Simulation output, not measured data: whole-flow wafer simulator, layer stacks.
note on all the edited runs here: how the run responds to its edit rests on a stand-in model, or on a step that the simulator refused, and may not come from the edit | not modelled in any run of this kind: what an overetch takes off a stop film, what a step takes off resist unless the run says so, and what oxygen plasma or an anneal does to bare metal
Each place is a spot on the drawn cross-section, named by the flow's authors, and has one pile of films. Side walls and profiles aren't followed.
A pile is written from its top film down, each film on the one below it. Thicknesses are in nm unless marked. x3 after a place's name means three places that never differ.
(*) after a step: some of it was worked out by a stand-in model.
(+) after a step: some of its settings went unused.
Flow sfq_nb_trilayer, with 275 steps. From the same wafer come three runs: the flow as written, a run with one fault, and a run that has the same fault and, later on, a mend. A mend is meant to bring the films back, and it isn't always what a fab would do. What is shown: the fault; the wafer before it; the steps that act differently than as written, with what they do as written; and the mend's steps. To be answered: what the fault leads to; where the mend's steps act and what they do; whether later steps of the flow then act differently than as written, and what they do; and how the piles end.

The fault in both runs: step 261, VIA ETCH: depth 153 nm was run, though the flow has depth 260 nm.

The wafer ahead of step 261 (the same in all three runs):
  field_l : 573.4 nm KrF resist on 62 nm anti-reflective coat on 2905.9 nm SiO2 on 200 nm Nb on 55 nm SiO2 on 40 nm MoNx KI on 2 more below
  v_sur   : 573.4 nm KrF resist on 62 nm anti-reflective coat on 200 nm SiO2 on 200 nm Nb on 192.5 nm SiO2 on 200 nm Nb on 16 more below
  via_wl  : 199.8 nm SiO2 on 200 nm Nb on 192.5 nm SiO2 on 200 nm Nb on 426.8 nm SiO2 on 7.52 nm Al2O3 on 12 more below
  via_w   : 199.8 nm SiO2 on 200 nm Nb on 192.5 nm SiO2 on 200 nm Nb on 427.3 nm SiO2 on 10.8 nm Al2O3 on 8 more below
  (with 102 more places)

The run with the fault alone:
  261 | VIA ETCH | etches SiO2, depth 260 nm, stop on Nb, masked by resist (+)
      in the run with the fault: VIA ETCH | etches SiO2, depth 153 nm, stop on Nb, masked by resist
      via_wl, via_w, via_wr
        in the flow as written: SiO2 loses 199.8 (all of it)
        in the run with the fault: SiO2 loses 153
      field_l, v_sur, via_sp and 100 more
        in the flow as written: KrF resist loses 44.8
        in the run with the fault: KrF resist loses 26.4
  Steps further on in the flow that do not act as written (3 more steps, not shown, differ only slightly: by at most 2% or 0.5 nm, whichever is larger):
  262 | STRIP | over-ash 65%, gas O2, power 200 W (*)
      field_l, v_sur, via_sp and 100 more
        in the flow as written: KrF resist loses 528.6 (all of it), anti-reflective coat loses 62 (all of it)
        in the run with the fault: KrF resist loses 547.1 (all of it), anti-reflective coat loses 62 (all of it)
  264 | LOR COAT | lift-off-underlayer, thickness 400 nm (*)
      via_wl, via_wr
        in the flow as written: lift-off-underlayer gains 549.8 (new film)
        in the run with the fault: lift-off-underlayer gains 514.7 (new film)
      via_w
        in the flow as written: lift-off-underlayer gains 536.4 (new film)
        in the run with the fault: lift-off-underlayer gains 504.5 (new film)
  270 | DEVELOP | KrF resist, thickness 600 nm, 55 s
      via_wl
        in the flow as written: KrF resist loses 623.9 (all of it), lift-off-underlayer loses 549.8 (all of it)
        in the run with the fault: KrF resist loses 618 (all of it), lift-off-underlayer loses 514.7 (all of it)
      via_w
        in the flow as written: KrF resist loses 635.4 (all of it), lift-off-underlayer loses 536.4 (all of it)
        in the run with the fault: KrF resist loses 626.9 (all of it), lift-off-underlayer loses 504.5 (all of it)
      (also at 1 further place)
  By the end, the piles at via_wl, via_w, via_wr depart from the flow's by more than 2% or 0.5 nm, whichever is larger.
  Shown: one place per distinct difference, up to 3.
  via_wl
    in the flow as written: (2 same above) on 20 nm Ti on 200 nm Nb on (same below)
    in the run with the fault: (2 same above) on 20 nm Ti on 46.8 nm SiO2 on 200 nm Nb on (same below)

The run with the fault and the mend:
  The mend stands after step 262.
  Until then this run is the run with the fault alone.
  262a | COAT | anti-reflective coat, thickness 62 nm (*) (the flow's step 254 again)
      p4_fl x3, p4_w1 x9, p4_g1 x2 and 63 more
        anti-reflective coat gains 62 (new film)
      be_r, r_sur, res and 7 more
        anti-reflective coat gains 61.7 (new film)
      jj_sur, ce_l, c5j, ce_r, sp_r
        anti-reflective coat gains 61.6 (new film)
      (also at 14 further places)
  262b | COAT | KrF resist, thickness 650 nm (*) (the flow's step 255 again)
      p4_fl x3, p4_w1 x9, p4_g1 x2 and 63 more
        KrF resist gains 650 (new film)
      r_end, moat, field_r, lsp_l, l0_sur
        KrF resist gains 649.4 (new film)
      ln_m5, lsp_m, ln_m6, lsp_r
        KrF resist gains 649.5 (new film)
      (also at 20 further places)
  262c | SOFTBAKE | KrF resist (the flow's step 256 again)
      leaves every film unchanged at each place that is followed
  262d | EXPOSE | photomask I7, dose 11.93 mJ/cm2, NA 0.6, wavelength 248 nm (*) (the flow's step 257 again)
      leaves every film unchanged at each place that is followed
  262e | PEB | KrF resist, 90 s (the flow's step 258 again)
      ce_l, c5j, ce_r and 91 more
        KrF resist loses 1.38
      v_sur, wire, be, be_sur, gap, jj_sur
        KrF resist loses 1.37
      field_l, via_sp, via_v
        KrF resist loses 1.36
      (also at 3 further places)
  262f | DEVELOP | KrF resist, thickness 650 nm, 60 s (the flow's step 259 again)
      field_l, v_sur, via_sp and 100 more
        KrF resist loses 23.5
      via_wl
        KrF resist loses 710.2 (all of it)
      via_w
        KrF resist loses 751.7 (all of it)
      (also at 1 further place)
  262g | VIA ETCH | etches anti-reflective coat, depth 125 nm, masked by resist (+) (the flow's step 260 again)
      field_l, v_sur, via_sp and 100 more
        KrF resist loses 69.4
      via_wl, via_wr
        anti-reflective coat loses 125
      via_w
        anti-reflective coat loses 79.4 (all of it), SiO2 loses 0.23
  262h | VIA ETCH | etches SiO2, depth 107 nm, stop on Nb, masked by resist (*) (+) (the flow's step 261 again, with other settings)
      field_l, v_sur, via_sp and 100 more
        KrF resist loses 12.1
      via_wl, via_wr
        anti-reflective coat loses 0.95 (all of it), SiO2 loses 46.8 (all of it)
      via_w
        SiO2 loses 46.6 (all of it)
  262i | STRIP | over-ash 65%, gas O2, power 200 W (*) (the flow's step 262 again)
      p4_fl x3, p4_w1 x9, p4_g1 x2 and 63 more
        KrF resist loses 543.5 (all of it), anti-reflective coat loses 62 (all of it)
      field_r, lsp_l, ln_m5, lsp_m, ln_m6
        KrF resist loses 543 (all of it), anti-reflective coat loses 61.7 (all of it)
      res, r_end, moat
        KrF resist loses 542.9 (all of it), anti-reflective coat loses 61.7 (all of it)
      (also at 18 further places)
  Every later step of the flow that is run acts as written at every place that is followed.
  The piles end the same as the flow's at every place that both follow.
